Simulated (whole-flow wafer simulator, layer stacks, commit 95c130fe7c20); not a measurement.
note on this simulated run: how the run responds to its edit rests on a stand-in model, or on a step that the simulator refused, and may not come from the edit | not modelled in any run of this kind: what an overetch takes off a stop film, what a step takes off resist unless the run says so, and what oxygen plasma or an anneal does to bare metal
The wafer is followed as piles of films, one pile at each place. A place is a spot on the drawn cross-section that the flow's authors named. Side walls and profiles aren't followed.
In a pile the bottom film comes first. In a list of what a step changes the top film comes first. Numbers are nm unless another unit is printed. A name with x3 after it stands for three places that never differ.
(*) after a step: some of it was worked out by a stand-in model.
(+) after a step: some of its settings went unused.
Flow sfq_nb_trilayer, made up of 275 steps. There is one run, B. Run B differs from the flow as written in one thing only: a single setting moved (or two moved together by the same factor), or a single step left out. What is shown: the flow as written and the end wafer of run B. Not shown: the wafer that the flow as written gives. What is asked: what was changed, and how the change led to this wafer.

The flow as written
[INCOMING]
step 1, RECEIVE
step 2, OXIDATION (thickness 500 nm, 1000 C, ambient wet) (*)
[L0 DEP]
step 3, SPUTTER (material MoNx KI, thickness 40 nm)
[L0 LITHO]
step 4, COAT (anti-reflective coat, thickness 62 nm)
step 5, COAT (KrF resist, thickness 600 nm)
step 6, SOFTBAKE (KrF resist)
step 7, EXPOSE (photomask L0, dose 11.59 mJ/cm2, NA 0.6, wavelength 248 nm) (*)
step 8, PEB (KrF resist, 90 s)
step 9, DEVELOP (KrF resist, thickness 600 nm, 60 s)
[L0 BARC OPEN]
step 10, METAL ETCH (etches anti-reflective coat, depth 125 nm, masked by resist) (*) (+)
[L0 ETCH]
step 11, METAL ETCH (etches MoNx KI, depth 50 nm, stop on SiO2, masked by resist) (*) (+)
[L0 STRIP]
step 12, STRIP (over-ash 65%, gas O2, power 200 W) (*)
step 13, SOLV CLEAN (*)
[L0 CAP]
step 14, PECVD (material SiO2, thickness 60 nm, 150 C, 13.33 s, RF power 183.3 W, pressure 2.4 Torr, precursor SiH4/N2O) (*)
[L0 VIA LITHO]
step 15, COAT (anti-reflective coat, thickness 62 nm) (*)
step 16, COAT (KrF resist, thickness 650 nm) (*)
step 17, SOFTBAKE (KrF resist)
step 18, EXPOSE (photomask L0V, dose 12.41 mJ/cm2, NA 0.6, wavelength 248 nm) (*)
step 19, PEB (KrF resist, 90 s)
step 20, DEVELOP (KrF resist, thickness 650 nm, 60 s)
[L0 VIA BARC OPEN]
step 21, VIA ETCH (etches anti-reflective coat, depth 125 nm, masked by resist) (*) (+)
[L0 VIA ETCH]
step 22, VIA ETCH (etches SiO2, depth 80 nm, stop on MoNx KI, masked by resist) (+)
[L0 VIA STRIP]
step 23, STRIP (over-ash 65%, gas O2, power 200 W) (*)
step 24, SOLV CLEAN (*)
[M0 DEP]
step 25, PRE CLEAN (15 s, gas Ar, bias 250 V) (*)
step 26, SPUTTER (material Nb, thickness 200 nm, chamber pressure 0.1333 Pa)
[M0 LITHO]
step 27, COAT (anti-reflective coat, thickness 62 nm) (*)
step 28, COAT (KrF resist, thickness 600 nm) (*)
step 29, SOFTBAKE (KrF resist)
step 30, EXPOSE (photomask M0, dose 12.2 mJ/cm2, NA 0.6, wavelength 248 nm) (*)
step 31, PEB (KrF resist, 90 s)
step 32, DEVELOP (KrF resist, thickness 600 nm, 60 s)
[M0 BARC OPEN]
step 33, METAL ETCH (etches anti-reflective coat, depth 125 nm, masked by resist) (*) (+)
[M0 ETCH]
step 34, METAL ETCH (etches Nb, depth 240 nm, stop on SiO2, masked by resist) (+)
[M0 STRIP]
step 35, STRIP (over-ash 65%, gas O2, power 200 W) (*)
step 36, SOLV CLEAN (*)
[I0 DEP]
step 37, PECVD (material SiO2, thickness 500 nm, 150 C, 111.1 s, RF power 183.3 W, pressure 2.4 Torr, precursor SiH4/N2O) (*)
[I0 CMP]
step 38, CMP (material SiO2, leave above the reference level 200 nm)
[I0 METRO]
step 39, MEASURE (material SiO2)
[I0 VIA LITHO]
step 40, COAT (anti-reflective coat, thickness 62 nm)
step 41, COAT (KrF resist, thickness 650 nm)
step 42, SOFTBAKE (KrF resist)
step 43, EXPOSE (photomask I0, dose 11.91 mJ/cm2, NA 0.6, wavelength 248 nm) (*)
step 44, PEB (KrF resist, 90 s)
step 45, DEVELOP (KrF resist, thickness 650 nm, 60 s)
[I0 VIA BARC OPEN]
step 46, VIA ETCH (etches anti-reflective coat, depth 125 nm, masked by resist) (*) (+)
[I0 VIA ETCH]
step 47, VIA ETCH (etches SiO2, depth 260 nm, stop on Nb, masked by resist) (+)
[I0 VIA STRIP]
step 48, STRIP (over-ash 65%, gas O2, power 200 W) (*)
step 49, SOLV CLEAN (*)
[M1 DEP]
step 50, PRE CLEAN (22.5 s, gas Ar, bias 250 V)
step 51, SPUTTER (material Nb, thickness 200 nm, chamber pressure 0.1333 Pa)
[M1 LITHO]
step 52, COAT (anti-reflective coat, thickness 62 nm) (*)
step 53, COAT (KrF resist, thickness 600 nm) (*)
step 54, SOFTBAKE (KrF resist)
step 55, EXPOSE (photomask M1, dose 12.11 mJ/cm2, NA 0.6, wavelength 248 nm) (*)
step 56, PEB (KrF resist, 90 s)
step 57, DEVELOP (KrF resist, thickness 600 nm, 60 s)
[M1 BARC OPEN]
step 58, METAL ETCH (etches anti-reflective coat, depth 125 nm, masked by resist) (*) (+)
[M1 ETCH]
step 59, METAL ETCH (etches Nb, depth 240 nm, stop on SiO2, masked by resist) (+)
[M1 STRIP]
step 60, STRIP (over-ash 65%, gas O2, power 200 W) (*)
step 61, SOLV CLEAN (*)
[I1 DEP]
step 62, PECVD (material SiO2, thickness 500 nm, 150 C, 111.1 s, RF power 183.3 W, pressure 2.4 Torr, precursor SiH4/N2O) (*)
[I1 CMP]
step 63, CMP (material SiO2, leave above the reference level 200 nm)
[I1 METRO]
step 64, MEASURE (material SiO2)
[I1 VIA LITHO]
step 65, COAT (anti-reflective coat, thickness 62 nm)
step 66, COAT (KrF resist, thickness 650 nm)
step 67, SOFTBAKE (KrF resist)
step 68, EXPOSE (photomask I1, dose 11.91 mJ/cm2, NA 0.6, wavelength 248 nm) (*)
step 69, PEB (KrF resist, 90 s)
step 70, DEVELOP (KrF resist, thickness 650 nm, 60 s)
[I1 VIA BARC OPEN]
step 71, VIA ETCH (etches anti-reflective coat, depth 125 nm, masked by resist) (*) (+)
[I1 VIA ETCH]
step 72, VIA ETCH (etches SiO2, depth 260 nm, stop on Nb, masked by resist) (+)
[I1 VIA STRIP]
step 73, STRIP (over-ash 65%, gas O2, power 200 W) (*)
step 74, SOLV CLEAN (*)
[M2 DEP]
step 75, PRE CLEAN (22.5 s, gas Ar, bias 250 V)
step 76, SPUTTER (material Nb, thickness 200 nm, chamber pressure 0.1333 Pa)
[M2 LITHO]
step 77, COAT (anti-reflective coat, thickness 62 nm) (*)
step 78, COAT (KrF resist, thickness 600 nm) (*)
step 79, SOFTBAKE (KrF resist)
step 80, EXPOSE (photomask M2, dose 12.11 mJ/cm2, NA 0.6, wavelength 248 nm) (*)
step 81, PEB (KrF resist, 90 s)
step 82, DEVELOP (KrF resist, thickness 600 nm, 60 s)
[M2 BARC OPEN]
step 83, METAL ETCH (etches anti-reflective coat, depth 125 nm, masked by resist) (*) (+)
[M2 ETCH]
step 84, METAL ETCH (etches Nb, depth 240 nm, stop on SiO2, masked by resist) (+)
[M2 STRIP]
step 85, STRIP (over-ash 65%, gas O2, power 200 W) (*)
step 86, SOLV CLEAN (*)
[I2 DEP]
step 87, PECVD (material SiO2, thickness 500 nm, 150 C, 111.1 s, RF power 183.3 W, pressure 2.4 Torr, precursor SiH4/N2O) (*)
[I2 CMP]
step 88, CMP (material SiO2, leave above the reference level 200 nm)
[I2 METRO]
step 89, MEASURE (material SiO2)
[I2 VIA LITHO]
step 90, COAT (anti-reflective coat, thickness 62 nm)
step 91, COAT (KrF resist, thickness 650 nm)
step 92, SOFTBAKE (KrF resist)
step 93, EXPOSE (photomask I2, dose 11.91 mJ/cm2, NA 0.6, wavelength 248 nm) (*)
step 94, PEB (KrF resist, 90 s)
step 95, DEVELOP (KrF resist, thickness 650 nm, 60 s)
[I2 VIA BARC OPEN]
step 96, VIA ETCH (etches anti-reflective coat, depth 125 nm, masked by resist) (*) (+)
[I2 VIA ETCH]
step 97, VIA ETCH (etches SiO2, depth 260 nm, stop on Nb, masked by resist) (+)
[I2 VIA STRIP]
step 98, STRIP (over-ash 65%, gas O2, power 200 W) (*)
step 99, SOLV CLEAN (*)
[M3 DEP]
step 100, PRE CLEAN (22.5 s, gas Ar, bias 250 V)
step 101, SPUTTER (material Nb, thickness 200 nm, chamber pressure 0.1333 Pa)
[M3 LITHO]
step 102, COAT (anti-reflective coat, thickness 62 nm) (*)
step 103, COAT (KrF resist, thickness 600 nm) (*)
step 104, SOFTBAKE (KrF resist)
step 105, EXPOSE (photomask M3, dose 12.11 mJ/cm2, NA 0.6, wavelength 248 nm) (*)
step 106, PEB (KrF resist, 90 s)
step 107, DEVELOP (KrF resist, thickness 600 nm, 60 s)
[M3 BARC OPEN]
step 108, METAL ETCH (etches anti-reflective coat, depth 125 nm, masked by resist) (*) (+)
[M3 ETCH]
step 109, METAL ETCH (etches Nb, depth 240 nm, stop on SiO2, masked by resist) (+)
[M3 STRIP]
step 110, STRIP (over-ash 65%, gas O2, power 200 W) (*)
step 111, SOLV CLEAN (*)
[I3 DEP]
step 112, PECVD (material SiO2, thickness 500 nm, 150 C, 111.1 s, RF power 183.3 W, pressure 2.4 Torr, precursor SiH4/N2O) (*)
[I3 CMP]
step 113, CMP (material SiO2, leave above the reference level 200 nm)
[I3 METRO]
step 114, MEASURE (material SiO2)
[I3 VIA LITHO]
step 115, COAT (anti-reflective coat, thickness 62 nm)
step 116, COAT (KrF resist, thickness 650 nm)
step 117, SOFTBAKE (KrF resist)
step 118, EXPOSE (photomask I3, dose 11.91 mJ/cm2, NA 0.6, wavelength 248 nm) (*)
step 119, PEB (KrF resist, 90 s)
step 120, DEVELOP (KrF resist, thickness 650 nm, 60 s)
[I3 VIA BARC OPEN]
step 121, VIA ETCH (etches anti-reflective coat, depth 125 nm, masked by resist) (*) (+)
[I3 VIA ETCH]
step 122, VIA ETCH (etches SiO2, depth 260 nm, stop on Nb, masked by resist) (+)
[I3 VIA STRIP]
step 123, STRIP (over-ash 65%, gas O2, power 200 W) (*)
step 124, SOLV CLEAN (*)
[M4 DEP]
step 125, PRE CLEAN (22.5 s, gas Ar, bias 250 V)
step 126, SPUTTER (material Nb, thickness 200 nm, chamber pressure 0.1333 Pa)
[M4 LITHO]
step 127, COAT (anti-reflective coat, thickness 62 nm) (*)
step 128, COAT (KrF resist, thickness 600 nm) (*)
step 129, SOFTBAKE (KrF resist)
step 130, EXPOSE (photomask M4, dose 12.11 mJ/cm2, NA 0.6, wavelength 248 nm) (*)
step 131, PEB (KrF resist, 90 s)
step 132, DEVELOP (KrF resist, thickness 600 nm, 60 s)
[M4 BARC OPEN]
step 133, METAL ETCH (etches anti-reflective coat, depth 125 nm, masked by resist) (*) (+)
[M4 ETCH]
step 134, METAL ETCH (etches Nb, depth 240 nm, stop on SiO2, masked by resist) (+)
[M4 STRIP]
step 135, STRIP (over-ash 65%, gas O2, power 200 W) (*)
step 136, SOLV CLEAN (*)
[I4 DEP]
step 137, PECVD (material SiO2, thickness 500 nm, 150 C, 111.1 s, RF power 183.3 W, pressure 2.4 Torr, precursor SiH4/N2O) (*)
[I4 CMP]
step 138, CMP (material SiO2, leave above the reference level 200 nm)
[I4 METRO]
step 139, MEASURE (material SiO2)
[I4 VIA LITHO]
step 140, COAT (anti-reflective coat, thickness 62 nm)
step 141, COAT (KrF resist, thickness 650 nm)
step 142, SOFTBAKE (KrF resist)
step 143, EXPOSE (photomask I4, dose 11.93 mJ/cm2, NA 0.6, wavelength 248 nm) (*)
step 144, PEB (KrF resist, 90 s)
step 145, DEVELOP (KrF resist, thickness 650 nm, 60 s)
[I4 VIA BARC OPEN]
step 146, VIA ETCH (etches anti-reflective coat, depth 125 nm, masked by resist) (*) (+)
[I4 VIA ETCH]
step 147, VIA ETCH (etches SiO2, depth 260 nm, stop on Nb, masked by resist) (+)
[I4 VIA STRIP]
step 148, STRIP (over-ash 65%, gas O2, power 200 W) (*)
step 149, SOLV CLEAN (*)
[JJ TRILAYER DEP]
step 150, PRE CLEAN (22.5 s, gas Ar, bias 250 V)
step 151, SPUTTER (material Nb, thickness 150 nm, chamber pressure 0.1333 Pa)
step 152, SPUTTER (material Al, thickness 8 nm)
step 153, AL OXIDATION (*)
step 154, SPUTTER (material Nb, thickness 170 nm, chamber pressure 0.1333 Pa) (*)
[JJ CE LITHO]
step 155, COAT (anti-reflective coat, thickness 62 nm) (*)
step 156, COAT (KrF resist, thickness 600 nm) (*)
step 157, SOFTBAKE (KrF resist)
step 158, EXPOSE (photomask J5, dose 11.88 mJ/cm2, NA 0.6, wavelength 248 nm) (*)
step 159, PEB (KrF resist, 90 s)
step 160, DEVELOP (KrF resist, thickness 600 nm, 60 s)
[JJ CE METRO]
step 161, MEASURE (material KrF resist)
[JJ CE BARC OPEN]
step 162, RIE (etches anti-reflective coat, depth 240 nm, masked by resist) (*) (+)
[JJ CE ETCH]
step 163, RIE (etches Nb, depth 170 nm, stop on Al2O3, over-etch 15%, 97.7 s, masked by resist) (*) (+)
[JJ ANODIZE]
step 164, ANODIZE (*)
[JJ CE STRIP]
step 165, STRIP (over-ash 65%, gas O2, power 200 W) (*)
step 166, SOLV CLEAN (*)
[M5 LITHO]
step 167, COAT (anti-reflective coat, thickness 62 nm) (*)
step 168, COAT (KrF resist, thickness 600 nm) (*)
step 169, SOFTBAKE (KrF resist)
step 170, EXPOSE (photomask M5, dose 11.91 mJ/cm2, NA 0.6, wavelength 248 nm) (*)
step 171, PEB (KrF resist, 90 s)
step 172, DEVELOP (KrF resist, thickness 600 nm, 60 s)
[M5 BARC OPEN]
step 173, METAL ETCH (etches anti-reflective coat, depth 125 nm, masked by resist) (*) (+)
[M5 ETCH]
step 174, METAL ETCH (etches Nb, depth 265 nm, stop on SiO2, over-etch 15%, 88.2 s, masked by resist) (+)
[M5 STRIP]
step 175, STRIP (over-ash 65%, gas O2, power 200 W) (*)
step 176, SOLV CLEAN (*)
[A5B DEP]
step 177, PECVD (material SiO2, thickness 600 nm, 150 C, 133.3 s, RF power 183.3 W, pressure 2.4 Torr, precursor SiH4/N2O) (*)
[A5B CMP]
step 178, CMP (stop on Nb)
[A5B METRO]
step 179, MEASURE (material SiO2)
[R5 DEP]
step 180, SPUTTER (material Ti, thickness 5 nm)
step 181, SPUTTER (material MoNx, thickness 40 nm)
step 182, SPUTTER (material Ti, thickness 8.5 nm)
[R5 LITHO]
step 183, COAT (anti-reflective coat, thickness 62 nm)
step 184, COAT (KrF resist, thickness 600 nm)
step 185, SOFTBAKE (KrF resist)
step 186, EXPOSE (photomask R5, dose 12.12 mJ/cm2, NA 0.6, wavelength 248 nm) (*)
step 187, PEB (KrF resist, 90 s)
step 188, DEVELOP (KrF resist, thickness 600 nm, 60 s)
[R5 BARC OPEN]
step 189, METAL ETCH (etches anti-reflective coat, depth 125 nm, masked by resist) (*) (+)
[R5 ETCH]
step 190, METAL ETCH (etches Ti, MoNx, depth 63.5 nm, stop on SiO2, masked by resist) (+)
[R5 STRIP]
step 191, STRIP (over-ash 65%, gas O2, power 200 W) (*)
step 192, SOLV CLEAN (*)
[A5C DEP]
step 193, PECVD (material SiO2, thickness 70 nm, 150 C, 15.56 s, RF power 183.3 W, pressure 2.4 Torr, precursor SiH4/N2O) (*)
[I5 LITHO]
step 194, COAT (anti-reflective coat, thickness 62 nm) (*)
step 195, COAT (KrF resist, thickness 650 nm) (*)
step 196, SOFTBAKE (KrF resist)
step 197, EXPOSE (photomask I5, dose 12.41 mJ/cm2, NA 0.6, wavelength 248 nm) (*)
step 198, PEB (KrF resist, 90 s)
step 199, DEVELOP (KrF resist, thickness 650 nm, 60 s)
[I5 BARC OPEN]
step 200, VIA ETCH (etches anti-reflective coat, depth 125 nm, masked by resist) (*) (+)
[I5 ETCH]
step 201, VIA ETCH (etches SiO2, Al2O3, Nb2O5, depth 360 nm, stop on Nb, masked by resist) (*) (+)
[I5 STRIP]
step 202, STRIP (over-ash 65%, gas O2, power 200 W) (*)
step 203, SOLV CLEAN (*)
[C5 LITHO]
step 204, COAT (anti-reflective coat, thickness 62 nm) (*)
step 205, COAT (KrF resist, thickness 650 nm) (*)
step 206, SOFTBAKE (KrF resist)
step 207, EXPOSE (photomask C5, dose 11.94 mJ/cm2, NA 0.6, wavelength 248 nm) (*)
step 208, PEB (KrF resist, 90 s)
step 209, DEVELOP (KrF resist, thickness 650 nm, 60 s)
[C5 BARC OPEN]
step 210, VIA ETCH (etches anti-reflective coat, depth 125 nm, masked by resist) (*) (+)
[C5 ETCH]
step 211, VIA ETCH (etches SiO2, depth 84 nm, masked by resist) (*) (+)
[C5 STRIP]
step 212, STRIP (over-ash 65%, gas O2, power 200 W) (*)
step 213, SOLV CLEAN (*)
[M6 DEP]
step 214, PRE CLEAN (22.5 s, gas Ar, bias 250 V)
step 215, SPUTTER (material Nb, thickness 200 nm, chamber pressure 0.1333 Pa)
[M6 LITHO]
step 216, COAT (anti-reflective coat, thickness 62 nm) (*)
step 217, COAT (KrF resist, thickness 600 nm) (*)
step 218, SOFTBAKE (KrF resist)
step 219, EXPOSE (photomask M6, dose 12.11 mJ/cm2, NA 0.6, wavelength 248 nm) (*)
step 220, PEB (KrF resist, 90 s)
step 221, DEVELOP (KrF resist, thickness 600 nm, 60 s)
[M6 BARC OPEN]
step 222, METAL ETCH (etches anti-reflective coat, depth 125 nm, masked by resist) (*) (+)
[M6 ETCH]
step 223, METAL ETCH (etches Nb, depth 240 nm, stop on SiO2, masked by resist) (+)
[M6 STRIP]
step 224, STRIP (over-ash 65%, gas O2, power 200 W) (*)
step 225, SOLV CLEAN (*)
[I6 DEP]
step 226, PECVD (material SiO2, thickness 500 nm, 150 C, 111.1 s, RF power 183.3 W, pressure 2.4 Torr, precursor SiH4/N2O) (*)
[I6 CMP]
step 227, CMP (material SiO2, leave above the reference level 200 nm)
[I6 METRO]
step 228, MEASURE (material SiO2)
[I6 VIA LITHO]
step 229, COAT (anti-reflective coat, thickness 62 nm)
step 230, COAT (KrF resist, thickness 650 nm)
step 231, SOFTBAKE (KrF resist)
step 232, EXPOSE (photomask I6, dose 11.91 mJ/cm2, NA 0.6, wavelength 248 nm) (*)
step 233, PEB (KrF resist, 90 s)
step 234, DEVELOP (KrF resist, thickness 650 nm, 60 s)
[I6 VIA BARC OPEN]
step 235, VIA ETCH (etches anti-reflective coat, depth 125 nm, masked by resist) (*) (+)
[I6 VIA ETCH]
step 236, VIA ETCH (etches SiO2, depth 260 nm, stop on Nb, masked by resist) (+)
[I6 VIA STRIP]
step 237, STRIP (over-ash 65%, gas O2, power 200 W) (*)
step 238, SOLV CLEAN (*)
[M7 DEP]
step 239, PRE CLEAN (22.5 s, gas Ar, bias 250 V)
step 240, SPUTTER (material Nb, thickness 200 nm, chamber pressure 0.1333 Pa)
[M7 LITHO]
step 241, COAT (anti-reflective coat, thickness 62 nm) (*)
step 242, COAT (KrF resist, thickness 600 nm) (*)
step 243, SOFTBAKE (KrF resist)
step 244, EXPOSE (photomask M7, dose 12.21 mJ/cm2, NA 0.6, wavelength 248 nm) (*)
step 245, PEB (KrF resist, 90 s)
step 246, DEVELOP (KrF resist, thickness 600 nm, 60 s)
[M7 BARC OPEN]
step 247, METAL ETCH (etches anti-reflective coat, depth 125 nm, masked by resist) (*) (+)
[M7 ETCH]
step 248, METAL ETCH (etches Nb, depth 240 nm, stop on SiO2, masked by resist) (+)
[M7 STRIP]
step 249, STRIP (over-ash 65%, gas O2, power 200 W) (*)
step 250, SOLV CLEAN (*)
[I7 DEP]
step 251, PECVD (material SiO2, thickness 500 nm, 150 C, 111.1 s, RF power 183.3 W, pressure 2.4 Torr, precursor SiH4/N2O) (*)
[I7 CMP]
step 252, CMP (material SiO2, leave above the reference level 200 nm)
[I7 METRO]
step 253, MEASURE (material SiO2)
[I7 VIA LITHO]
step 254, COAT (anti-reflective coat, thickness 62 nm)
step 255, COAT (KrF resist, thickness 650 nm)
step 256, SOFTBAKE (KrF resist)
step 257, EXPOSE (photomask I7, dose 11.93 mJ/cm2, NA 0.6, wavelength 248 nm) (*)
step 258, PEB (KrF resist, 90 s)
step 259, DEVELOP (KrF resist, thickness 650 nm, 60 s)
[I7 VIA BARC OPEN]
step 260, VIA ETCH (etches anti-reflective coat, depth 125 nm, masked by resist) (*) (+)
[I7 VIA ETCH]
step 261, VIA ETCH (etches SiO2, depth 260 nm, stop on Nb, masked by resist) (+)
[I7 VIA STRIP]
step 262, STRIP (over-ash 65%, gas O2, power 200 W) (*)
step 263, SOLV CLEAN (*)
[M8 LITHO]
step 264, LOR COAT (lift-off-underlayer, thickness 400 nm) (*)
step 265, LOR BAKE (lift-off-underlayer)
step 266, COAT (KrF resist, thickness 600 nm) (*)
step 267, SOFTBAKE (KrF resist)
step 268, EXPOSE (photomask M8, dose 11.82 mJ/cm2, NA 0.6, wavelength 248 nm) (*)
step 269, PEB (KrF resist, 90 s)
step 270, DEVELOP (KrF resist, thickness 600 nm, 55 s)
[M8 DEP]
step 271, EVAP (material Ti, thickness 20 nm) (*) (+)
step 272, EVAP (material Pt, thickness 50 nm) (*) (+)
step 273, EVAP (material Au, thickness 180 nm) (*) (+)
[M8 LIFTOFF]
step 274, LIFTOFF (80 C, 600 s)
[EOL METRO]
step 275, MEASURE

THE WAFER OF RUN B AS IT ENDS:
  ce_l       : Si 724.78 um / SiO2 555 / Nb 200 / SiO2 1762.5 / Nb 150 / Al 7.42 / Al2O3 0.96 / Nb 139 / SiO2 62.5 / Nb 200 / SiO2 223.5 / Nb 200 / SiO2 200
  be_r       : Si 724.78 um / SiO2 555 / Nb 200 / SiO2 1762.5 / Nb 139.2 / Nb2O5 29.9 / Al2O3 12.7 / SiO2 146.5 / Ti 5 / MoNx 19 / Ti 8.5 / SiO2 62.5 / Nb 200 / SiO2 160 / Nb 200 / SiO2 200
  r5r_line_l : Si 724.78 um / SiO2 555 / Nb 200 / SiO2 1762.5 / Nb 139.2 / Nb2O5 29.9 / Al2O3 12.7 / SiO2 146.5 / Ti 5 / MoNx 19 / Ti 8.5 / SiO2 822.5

The reason: step 181, SPUTTER: thickness 19 nm was run, though the flow has thickness 40 nm.
The wafer itself shows it: be_r has MoNx 19, and step 181 as written asks for 40 nm.

How this came from the change, step by step:
  step 181, SPUTTER (material MoNx, thickness 40 nm)
      field_l, v_sur, via_wl and 103 more: MoNx gains 19 (new film) (as written it would have been: MoNx gains 40 (new film))
  step 190, METAL ETCH (etches Ti, MoNx, depth 63.5 nm, stop on SiO2, masked by resist) (+)
      field_l, v_sur, via_wl and 92 more: Ti loses 8.5 (all of it), MoNx loses 19 (all of it), Ti loses 5 (all of it) (as written it would have been: Ti loses 8.5 (all of it), MoNx loses 40 (all of it), Ti loses 5 (all of it))
      ce_l, c5j, ce_r, wl_jj: Ti loses 8.5 (all of it), MoNx loses 19 (all of it), Ti loses 5 (all of it), Nb loses 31 (as written it would have been: Ti loses 8.5 (all of it), MoNx loses 40 (all of it), Ti loses 5 (all of it), Nb loses 10)
  step 194, COAT (anti-reflective coat, thickness 62 nm) (*)
      wl_j_sl, wl_j_sr: anti-reflective coat gains 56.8 (new film) (as written it would have been: anti-reflective coat gains 60.2 (new film))
      r5r_spacepad_l, r5r_spacepad_r: anti-reflective coat gains 75.4 (new film) (as written it would have been: anti-reflective coat gains 84.4 (new film))
      (also at 15 further places)
  step 202, STRIP (over-ash 65%, gas O2, power 200 W) (*)
      wl_j_sl, wl_j_sr: KrF resist loses 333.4 (all of it), anti-reflective coat loses 56.8 (all of it) (as written it would have been: KrF resist loses 333.3 (all of it), anti-reflective coat loses 60.2 (all of it))
      r5r_spacepad_l, r5r_spacepad_r: KrF resist loses 334.8 (all of it), anti-reflective coat loses 75.4 (all of it) (as written it would have been: KrF resist loses 335.6 (all of it), anti-reflective coat loses 84.4 (all of it))
      (also at 15 further places)
  step 204, COAT (anti-reflective coat, thickness 62 nm) (*)
      wl_j_sl, wl_j_sr: anti-reflective coat gains 56.8 (new film) (as written it would have been: anti-reflective coat gains 60.2 (new film))
      r5r_spacepad_l, r5r_spacepad_r: anti-reflective coat gains 75.4 (new film) (as written it would have been: anti-reflective coat gains 84.4 (new film))
      (also at 15 further places)
  step 210, VIA ETCH (etches anti-reflective coat, depth 125 nm, masked by resist) (*) (+)
      field_l, v_sur, via_wl and 101 more: KrF resist loses 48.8 (as written it would have been: KrF resist loses 47.4)
      c5j: anti-reflective coat loses 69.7 (all of it), SiO2 loses 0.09 (as written it would have been: anti-reflective coat loses 63.9 (all of it), SiO2 loses 0.11)
      (also at 1 further place)
  step 212, STRIP (over-ash 65%, gas O2, power 200 W) (*)
      wl_j_sl, wl_j_sr: KrF resist loses 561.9 (all of it), anti-reflective coat loses 56.8 (all of it) (as written it would have been: KrF resist loses 563.4 (all of it), anti-reflective coat loses 60.2 (all of it))
      r5r_spacepad_l, r5r_spacepad_r: KrF resist loses 563.3 (all of it), anti-reflective coat loses 75.4 (all of it) (as written it would have been: KrF resist loses 565.8 (all of it), anti-reflective coat loses 84.4 (all of it))
      (also at 13 further places)
  step 216, COAT (anti-reflective coat, thickness 62 nm) (*)
      wl_j_sl, wl_j_sr: anti-reflective coat gains 56.9 (new film) (as written it would have been: anti-reflective coat gains 60.2 (new film))
      r5r_spacepad_l, r5r_spacepad_r: anti-reflective coat gains 75.8 (new film) (as written it would have been: anti-reflective coat gains 85.7 (new film))
      (also at 15 further places)
  step 222, METAL ETCH (etches anti-reflective coat, depth 125 nm, masked by resist) (*) (+)
      r5r_spacepad_l, r5r_spacepad_r: anti-reflective coat loses 75.8 (all of it) (as written it would have been: anti-reflective coat loses 85.7 (all of it))
      r5r_line_c, r5r_line_r: anti-reflective coat loses 53.7 (all of it) (as written it would have been: anti-reflective coat loses 50 (all of it))
      (also at 3 further places)
  step 224, STRIP (over-ash 65%, gas O2, power 200 W) (*)
      wl_j_sl, wl_j_sr: KrF resist loses 382.3 (all of it), anti-reflective coat loses 56.9 (all of it) (as written it would have been: KrF resist loses 382.5 (all of it), anti-reflective coat loses 60.2 (all of it))
      jj_sur: KrF resist loses 377.2 (all of it), anti-reflective coat loses 52.4 (all of it) (as written it would have been: KrF resist loses 378.5 (all of it), anti-reflective coat loses 56.1 (all of it))
      (also at 9 further places)
  step 226, PECVD (material SiO2, thickness 500 nm, 150 C, 111.1 s, RF power 183.3 W, pressure 2.4 Torr, precursor SiH4/N2O) (*)
      r5r_spacepad_l, r5r_spacepad_r: SiO2 gains 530 (as written it would have been: SiO2 gains 553.5)
  step 227, CMP (material SiO2, leave above the reference level 200 nm)
      ce_l, ce_r, wl_jj: SiO2 loses 269 (as written it would have been: SiO2 loses 290)
      be_r, r_sur, r_end: SiO2 loses 332.5 (as written it would have been: SiO2 loses 353.5)
      (also at 7 further places)
